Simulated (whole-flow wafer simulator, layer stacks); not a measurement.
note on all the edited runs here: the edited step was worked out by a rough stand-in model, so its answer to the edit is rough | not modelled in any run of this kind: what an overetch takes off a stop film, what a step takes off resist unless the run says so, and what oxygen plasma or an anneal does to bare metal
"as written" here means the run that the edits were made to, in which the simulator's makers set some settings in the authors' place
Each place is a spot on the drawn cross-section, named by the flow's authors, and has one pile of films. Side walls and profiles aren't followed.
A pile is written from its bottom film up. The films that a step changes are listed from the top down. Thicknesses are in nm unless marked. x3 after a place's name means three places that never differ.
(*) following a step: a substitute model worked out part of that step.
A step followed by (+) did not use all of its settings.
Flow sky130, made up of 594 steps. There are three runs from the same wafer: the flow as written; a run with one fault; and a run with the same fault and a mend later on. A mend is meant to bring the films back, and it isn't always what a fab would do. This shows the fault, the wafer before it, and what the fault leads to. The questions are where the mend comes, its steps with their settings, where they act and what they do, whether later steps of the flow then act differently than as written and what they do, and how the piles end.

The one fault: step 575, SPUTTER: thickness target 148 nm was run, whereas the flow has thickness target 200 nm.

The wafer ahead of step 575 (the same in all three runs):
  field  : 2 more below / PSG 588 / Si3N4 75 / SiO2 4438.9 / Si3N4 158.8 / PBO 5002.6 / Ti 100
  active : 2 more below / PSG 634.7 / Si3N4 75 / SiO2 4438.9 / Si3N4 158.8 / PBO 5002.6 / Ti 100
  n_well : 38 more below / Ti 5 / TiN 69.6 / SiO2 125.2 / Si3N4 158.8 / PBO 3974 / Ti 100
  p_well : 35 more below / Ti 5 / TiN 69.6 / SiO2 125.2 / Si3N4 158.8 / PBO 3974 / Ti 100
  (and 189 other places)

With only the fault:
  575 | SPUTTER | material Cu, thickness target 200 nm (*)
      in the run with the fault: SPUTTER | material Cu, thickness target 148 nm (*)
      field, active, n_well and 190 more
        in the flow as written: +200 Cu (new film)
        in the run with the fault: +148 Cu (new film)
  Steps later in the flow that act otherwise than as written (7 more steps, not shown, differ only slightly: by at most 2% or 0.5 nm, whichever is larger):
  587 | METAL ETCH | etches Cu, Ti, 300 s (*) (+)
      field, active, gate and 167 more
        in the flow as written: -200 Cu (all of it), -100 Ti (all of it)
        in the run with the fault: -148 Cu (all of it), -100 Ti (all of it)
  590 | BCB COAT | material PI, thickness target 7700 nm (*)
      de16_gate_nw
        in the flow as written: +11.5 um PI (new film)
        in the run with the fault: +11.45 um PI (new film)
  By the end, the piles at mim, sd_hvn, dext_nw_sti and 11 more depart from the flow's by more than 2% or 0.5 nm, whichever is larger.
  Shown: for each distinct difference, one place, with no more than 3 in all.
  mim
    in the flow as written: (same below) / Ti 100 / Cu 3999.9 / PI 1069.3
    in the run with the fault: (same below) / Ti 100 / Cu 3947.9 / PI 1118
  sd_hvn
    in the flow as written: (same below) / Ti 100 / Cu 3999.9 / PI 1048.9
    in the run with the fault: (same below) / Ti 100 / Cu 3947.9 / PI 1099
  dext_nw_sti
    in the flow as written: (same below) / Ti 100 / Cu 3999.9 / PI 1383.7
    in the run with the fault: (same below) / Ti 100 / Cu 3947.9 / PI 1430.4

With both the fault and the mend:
  After step 575 comes the mend.
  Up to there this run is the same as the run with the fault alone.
  575a | SPUTTER | material Cu, thickness target 52 nm (*) (the flow's step 575 again, with other settings)
      field, active, n_well and 190 more
        +52 Cu
  Later steps of the flow that are run all act as written at every place that is followed.
  The piles end the same as the flow's at every place that both follow.
